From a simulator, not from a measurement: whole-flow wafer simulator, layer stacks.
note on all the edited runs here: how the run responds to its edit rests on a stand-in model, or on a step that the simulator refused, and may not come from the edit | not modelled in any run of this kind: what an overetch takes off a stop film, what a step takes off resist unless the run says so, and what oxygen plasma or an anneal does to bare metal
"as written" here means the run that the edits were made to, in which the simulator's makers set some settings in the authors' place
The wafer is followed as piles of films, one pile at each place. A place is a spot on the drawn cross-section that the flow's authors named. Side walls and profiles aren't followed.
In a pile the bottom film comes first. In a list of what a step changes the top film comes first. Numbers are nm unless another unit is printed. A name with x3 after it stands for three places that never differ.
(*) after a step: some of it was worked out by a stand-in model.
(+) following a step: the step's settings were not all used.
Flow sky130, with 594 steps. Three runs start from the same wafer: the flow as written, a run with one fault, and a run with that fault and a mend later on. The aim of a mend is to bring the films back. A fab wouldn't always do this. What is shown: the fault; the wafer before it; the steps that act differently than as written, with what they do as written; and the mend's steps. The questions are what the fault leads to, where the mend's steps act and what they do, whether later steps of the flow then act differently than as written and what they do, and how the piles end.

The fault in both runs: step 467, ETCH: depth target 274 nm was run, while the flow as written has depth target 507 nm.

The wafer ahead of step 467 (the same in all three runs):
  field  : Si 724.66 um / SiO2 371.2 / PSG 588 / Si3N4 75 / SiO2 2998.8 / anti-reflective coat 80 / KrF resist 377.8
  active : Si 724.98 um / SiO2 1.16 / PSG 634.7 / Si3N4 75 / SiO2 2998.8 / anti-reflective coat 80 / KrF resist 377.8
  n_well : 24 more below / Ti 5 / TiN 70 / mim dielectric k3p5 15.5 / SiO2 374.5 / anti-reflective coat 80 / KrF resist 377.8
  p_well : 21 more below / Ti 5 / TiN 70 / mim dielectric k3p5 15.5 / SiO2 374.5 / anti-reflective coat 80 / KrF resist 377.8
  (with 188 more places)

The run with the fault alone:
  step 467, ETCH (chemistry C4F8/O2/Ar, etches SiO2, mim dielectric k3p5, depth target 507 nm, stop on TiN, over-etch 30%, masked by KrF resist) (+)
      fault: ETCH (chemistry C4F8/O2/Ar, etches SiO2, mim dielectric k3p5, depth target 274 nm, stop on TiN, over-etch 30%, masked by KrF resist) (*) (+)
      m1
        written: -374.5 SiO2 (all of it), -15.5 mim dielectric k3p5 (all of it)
        fault: -274 SiO2
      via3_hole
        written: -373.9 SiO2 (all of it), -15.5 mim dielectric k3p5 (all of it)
        fault: -274 SiO2
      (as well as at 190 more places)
  Steps further on in the flow that do not act as written (1 other step is not shown; it differs only slightly, by no more than 2% or 0.5 nm, whichever is larger):
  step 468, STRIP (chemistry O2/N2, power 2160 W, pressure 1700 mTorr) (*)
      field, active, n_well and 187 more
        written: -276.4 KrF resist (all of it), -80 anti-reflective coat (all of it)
        fault: -323 KrF resist (all of it), -80 anti-reflective coat (all of it)
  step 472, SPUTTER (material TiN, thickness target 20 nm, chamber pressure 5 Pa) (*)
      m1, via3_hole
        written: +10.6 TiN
        fault: +12.2 TiN (new film)
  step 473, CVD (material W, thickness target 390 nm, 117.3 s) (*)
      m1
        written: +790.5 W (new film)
        fault: +672.4 W (new film)
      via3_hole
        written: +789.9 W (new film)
        fault: +672.4 W (new film)
  By the end, the piles at m1, via3_hole depart from the flow's by more than 2% or 0.5 nm, whichever is larger.
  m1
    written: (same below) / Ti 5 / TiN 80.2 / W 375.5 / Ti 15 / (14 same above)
    fault: (same below) / Ti 5 / TiN 70 / mim dielectric k3p5 15.5 / SiO2 100.5 / TiN 12.2 / W 257.4 / Ti 15 / (14 same above)
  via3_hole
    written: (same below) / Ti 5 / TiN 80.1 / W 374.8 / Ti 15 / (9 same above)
    fault: (same below) / Ti 5 / TiN 70 / mim dielectric k3p5 15.5 / SiO2 99.9 / TiN 12.2 / W 257.4 / Ti 15 / (9 same above)

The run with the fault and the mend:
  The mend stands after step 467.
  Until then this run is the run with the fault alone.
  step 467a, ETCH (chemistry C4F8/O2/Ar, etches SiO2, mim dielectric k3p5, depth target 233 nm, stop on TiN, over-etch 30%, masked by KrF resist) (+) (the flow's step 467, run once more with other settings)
      field, active, n_well and 187 more
        -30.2 KrF resist
      m1
        -100.5 SiO2 (all of it), -15.5 mim dielectric k3p5 (all of it)
      via3_hole
        -99.9 SiO2 (all of it), -15.5 mim dielectric k3p5 (all of it)
  Steps further on in the flow that do not act as written:
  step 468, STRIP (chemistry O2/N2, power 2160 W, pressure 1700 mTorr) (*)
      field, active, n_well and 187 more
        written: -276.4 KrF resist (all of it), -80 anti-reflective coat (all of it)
        mend: -292.9 KrF resist (all of it), -80 anti-reflective coat (all of it)
  The piles end the same as the flow's at every place that both follow.
